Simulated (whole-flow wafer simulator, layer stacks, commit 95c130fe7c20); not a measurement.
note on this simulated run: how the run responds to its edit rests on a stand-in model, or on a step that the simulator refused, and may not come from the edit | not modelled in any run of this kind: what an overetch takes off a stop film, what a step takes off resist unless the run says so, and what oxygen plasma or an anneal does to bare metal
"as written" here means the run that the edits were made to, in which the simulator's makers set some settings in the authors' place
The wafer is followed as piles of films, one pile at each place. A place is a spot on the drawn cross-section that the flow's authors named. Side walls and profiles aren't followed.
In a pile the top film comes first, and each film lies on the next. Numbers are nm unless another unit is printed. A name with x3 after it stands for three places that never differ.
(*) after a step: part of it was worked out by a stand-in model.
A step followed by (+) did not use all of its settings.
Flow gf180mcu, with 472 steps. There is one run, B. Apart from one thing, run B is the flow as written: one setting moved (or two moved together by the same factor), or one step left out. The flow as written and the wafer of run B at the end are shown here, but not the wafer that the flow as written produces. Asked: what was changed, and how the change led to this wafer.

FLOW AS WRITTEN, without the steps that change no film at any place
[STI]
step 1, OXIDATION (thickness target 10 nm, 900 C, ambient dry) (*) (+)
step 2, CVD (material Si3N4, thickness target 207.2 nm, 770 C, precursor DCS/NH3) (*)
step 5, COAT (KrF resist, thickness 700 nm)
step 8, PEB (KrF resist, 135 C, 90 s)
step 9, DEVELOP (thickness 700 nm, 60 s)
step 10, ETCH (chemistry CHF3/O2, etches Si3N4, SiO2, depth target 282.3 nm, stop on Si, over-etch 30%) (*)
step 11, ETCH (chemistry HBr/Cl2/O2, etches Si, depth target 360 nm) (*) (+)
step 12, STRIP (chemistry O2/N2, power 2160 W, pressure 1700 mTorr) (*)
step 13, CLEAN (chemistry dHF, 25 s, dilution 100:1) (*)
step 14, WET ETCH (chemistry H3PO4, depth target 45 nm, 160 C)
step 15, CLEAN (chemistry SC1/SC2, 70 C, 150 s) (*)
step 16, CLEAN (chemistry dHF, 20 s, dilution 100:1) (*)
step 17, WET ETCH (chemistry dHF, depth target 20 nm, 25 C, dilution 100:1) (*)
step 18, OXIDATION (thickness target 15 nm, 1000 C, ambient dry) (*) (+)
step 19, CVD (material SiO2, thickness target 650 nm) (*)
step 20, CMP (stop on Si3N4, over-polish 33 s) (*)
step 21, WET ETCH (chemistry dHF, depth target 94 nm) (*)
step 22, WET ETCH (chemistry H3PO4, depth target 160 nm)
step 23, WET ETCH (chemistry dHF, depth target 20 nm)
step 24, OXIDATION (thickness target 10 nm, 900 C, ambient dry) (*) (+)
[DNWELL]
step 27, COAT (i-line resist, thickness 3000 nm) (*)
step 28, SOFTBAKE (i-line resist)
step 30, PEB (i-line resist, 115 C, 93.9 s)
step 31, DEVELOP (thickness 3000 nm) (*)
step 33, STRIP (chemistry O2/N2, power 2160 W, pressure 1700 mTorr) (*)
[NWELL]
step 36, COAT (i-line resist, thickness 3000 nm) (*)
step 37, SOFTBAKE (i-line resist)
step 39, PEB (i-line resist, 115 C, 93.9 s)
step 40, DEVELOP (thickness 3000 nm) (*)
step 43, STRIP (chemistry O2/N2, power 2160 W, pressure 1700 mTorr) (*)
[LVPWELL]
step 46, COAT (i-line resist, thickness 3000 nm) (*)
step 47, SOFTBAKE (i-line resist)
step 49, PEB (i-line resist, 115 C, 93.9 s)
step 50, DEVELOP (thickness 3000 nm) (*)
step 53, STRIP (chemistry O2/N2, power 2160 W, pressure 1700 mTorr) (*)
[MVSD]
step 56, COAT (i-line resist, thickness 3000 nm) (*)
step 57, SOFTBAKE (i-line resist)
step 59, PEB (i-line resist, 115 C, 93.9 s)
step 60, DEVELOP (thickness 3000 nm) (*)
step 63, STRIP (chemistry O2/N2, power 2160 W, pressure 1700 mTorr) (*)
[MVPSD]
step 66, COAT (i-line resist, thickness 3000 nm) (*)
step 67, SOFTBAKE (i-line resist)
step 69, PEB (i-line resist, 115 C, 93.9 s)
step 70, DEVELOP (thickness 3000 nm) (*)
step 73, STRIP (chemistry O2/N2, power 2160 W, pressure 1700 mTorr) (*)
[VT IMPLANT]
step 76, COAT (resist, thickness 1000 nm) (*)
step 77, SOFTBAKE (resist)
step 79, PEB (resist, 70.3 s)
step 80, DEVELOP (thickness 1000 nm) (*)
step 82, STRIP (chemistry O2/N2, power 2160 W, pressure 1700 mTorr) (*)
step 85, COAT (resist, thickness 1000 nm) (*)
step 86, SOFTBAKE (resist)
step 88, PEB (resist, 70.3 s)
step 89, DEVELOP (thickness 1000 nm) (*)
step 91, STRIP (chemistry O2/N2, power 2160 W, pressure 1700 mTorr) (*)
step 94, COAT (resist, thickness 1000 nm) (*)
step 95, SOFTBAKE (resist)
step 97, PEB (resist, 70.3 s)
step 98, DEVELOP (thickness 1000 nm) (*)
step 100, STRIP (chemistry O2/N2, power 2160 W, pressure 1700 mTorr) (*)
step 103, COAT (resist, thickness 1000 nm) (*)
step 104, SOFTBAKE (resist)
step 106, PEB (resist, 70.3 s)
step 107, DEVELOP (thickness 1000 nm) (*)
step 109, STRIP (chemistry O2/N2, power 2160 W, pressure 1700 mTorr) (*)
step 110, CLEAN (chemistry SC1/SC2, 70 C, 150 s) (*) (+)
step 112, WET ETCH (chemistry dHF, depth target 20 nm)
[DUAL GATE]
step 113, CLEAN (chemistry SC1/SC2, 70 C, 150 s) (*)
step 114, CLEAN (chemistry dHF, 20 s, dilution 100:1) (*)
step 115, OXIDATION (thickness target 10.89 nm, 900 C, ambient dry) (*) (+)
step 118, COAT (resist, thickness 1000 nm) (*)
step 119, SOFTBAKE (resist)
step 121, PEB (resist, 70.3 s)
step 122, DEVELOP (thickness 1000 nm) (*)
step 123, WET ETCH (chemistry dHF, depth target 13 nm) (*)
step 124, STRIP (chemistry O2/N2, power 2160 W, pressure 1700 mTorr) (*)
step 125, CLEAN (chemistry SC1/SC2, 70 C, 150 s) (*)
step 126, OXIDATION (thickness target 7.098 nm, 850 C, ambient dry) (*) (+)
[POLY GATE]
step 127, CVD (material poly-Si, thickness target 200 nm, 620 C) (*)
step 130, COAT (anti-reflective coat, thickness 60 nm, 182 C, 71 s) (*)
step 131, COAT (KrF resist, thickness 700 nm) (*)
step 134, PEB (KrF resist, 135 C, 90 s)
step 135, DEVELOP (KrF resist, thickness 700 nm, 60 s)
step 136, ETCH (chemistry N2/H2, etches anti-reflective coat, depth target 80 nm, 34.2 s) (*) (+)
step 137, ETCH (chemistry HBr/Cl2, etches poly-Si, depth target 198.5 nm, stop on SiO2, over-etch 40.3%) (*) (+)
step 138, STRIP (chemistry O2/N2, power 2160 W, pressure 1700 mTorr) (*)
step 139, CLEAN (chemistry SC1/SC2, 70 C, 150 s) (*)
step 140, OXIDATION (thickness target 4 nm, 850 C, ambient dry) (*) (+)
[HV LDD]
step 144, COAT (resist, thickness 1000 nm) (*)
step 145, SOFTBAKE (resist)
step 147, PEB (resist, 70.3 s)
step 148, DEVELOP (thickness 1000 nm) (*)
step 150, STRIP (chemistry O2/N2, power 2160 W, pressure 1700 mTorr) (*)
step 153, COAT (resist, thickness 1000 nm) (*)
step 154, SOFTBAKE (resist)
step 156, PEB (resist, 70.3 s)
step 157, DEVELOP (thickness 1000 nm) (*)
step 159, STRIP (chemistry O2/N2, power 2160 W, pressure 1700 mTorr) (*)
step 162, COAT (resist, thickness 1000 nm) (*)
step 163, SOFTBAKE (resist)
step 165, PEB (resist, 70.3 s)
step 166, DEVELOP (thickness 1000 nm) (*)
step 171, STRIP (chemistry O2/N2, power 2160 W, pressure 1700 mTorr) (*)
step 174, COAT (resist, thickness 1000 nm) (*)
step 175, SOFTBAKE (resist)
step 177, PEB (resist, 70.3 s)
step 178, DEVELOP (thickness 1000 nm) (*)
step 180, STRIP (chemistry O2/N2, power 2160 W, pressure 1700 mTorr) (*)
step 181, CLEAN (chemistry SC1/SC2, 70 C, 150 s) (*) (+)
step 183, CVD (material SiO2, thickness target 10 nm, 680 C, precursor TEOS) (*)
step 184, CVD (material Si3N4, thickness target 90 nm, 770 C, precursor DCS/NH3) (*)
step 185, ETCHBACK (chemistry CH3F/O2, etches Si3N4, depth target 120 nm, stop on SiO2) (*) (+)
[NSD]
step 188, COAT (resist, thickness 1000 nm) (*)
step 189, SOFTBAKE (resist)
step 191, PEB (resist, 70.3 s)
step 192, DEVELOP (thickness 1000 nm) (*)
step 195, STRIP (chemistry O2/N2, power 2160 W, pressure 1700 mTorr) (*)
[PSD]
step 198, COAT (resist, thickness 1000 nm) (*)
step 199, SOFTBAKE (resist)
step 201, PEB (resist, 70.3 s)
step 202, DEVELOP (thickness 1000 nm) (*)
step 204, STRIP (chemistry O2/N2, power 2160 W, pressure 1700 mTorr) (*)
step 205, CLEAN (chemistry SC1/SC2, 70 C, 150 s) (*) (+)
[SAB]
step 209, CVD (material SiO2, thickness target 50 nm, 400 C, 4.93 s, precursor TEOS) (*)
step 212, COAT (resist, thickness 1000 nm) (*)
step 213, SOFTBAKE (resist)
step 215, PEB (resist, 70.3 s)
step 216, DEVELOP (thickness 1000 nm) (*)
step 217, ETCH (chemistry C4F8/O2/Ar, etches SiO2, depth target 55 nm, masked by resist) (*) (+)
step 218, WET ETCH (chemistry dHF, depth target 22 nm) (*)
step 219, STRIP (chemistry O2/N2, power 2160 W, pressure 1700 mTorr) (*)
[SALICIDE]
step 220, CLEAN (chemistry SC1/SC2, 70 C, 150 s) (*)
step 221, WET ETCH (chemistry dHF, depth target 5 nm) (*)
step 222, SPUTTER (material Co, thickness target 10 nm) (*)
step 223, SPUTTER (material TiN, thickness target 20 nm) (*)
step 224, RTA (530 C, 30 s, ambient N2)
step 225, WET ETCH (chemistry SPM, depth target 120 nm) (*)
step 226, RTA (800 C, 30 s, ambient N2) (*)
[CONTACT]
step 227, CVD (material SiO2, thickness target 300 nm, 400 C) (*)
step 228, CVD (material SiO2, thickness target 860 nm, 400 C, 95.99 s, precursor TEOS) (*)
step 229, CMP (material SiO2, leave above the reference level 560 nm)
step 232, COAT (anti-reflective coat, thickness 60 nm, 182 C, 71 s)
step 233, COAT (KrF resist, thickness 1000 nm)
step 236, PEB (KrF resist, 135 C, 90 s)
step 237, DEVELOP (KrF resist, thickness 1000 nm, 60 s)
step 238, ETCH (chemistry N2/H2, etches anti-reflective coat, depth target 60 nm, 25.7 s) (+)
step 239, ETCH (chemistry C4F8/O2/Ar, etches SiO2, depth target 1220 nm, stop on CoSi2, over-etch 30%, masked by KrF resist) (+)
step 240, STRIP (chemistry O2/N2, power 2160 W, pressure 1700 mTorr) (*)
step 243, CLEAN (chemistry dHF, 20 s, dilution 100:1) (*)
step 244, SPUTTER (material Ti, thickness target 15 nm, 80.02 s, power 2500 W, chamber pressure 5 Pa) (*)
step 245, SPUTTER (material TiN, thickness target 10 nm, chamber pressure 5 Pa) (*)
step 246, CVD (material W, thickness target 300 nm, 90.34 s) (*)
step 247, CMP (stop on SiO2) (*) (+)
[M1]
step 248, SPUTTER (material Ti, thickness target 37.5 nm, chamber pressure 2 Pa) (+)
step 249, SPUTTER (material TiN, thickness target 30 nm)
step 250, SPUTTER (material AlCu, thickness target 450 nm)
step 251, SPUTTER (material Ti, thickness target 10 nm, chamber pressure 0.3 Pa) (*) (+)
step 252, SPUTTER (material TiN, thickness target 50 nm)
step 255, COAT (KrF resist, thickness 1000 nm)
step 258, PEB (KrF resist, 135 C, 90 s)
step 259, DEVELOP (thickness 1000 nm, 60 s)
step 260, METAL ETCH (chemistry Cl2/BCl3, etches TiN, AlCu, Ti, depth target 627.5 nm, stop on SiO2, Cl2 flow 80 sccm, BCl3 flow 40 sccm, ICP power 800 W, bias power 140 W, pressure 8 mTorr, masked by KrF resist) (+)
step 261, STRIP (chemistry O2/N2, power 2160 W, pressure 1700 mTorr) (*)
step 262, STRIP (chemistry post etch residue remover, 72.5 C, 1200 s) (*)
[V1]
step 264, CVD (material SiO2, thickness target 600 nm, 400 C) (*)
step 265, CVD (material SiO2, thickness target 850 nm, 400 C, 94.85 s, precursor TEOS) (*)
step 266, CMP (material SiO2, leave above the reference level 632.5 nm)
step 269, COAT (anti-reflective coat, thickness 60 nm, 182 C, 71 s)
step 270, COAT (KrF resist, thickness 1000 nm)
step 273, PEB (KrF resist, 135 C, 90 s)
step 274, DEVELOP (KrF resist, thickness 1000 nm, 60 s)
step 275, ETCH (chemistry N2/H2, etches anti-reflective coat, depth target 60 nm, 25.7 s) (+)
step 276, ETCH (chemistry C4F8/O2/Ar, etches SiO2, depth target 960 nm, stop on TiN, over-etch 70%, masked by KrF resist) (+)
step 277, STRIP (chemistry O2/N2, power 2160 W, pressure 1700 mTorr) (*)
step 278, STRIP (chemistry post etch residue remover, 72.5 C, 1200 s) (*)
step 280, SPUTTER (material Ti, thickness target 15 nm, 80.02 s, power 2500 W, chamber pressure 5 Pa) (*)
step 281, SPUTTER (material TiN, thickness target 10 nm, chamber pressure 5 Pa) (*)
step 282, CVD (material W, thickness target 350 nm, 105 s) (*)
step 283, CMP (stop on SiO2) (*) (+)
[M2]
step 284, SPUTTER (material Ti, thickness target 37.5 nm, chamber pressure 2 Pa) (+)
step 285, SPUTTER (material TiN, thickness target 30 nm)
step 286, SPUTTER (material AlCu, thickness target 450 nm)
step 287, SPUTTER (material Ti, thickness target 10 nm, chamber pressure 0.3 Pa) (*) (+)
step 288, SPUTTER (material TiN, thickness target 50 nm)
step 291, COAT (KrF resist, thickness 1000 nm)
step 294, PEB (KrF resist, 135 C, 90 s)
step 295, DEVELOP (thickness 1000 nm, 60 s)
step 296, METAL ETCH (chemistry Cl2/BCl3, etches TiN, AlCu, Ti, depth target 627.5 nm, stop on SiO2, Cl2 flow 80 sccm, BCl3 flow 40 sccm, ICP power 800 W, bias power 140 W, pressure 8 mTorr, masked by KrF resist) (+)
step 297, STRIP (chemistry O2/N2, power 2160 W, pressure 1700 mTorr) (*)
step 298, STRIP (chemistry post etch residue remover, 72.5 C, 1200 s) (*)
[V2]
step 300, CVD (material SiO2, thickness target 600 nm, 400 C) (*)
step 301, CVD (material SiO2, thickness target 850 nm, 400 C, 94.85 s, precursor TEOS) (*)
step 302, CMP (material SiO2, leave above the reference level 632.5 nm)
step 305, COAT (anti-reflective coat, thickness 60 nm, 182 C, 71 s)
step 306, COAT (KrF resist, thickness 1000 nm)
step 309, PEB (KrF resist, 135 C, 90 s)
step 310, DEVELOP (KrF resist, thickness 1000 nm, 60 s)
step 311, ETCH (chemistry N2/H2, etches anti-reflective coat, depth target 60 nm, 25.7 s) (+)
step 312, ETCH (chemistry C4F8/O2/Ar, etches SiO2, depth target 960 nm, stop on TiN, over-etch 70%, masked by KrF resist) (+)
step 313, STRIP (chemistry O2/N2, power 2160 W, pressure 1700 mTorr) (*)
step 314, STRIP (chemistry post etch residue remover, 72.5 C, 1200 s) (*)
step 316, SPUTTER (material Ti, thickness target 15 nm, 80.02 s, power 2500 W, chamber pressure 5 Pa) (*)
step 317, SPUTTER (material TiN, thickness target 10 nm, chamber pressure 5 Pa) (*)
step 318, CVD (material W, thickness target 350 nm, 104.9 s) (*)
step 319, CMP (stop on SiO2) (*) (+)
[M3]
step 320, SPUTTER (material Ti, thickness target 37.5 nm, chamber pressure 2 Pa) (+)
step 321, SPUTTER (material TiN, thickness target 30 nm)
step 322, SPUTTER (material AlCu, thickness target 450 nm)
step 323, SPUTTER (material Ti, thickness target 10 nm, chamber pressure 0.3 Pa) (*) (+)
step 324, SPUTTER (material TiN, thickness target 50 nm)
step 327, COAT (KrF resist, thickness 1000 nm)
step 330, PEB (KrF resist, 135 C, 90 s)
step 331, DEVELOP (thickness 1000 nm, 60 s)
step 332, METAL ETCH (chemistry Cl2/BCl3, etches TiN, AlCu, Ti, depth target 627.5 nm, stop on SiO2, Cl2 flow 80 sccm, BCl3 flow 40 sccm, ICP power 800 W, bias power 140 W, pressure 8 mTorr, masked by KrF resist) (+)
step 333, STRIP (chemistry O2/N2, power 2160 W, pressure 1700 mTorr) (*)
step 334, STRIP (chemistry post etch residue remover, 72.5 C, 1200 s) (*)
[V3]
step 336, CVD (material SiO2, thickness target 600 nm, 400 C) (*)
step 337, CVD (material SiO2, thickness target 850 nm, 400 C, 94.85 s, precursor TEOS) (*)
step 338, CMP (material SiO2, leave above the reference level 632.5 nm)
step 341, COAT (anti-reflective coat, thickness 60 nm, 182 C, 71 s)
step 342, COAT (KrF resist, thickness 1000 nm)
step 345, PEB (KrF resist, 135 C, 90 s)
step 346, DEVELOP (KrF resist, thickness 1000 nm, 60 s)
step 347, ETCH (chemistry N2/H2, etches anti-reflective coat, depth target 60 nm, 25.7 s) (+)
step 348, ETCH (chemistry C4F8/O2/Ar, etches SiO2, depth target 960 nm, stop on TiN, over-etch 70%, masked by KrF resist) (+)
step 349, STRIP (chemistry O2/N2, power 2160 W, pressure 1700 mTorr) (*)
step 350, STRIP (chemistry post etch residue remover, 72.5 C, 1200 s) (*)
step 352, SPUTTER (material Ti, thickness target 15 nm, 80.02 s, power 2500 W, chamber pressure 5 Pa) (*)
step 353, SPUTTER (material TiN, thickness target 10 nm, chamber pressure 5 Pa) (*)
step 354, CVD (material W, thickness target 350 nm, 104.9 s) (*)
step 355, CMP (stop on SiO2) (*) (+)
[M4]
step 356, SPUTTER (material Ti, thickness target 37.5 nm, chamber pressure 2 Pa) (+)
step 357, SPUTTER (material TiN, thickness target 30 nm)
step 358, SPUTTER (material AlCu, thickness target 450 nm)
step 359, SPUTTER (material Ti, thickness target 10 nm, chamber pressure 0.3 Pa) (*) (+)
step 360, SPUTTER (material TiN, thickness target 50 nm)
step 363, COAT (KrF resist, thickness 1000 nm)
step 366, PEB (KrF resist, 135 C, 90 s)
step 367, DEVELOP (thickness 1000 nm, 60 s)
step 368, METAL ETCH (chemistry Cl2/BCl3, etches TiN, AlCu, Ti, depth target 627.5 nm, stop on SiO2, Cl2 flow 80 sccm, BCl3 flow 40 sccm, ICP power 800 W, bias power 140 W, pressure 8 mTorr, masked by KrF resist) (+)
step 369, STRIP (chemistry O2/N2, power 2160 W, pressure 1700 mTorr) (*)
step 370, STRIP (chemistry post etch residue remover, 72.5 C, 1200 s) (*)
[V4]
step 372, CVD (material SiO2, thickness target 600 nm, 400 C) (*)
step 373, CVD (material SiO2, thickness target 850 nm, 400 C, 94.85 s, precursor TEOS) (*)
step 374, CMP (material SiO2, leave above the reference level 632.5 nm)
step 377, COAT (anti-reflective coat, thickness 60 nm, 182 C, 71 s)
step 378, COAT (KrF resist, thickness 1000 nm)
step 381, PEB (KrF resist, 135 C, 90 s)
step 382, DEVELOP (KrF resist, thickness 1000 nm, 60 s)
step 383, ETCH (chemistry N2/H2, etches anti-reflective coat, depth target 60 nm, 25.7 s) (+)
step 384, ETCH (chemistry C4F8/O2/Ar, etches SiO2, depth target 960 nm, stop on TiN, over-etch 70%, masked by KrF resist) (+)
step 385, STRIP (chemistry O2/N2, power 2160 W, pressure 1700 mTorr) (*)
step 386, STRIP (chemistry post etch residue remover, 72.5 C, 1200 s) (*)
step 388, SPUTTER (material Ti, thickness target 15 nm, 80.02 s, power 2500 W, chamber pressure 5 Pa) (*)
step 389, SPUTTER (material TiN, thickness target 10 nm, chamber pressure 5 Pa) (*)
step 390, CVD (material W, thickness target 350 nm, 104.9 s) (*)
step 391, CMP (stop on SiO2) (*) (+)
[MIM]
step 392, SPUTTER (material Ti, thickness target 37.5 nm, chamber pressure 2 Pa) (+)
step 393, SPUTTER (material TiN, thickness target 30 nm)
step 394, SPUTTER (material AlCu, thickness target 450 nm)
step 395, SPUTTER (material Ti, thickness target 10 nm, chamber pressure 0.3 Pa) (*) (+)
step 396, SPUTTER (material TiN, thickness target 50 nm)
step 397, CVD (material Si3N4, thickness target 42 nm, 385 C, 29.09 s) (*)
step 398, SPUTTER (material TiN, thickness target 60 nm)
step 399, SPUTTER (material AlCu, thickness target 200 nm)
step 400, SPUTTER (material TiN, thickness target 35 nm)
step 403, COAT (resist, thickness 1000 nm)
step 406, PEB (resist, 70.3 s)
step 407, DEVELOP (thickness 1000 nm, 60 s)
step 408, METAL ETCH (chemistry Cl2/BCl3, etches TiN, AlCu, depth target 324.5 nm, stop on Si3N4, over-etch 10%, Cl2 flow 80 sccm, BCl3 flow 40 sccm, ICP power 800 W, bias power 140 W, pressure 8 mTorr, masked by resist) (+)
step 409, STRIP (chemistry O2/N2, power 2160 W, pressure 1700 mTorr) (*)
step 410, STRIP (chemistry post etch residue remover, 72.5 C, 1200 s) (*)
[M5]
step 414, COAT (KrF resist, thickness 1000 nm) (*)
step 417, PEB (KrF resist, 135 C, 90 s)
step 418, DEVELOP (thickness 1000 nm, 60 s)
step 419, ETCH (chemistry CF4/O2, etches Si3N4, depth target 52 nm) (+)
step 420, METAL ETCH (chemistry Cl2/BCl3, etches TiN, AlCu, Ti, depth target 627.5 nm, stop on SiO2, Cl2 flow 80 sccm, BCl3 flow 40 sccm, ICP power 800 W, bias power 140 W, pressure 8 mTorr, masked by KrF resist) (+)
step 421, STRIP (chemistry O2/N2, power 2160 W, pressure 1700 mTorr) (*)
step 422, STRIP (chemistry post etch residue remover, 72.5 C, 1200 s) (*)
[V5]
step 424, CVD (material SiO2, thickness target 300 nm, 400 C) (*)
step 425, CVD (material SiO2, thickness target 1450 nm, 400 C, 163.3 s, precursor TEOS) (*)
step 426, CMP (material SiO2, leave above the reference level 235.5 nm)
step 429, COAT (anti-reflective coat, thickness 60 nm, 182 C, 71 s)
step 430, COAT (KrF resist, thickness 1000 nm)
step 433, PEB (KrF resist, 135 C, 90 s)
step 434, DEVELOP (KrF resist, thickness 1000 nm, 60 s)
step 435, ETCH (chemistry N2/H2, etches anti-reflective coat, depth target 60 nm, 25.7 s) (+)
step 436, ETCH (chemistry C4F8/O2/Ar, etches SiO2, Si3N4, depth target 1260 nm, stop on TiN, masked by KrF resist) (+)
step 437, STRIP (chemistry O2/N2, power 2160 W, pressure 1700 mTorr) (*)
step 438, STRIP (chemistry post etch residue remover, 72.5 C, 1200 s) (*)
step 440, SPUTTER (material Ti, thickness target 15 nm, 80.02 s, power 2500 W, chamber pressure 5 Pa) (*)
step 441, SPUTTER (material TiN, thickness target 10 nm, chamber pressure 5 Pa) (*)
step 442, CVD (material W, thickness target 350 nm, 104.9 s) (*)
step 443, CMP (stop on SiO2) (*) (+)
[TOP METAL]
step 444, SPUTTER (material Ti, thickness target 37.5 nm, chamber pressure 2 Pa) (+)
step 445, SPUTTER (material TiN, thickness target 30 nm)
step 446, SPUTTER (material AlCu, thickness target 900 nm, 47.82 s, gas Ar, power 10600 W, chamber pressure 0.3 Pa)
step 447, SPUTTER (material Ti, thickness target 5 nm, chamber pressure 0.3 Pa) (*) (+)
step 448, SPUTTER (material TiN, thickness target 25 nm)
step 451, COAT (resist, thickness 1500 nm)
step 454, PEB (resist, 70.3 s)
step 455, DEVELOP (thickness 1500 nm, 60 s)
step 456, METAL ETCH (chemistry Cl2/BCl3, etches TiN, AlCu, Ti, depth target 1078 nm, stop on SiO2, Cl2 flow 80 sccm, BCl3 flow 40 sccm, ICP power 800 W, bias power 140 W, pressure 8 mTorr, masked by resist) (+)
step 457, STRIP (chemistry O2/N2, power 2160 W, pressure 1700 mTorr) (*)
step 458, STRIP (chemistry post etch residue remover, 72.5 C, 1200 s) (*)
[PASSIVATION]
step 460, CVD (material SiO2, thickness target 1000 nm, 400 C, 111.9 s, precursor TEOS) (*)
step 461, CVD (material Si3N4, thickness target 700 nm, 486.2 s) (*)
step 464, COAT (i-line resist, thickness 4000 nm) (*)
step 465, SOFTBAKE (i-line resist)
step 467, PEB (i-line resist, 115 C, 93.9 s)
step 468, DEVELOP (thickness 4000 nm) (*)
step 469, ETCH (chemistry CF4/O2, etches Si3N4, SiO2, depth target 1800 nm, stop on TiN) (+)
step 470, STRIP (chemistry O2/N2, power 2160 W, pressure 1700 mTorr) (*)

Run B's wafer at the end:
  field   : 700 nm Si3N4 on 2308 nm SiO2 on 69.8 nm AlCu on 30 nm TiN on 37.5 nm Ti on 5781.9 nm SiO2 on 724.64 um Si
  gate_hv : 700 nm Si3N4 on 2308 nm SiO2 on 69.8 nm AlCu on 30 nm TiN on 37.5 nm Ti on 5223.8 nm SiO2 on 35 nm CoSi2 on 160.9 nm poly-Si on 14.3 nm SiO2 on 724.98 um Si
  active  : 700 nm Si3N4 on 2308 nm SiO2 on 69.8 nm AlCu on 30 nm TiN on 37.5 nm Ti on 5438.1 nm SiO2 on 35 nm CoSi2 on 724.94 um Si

What caused this: step 420, METAL ETCH: depth target 433 nm was run, while the flow as written has depth target 627.5 nm.

The path from the change to this, step by step:
  step 420, METAL ETCH (chemistry Cl2/BCl3, etches TiN, AlCu, Ti, depth target 627.5 nm, stop on SiO2, Cl2 flow 80 sccm, BCl3 flow 40 sccm, ICP power 800 W, bias power 140 W, pressure 8 mTorr, masked by KrF resist) (+)
      field, field__w1, field__w2 and 101 more: TiN loses 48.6 (all of it), Ti loses 10 (all of it), AlCu loses 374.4 (as written it would have been: TiN loses 48.6 (all of it), Ti loses 10 (all of it), AlCu loses 450 (all of it), TiN loses 30 (all of it), Ti loses 37.5 (all of it))
      field__w4, field__w8, contact, m1, m1__w1, mim, mim_1p0, m1_nw: KrF resist loses 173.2 (as written it would have been: KrF resist loses 251)
  step 421, STRIP (chemistry O2/N2, power 2160 W, pressure 1700 mTorr) (*)
      field__w8, m1__w1: KrF resist loses 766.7 (all of it) (as written it would have been: KrF resist loses 688.9 (all of it))
      contact, m1: KrF resist loses 767.1 (all of it) (as written it would have been: KrF resist loses 689.3 (all of it))
      (as well as at 4 more places)
  step 422, STRIP (chemistry post etch residue remover, 72.5 C, 1200 s) (*)
      field, field__w1, field__w2 and 101 more: AlCu loses 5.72 (as written it would have been: nothing)
  step 424, CVD (material SiO2, thickness target 300 nm, 400 C) (*)
      field, field__w1, field__w2 and 101 more: SiO2 gains 300 (new film) (as written it would have been: SiO2 gains 300)
  step 426, CMP (material SiO2, leave above the reference level 235.5 nm)
      field, field__w1, field__w5 and 92 more: SiO2 loses 438.2 (as written it would have been: SiO2 loses 300.8)
      field__w2, field__w3, field__w12 and 6 more: SiO2 loses 416.3 (as written it would have been: SiO2 loses 272.7)
With metal films that touch counted as one body, field has 1 body; the flow as written gives 0 bodies.
With metal films that touch counted as one body, gate_hv has 2 bodies (between them, from the top down: SiO2 5223.8); the flow as written gives 1 body.
With metal films that touch counted as one body, active has 2 bodies (between them, from the top down: SiO2 5438.1); the flow as written gives 1 body.
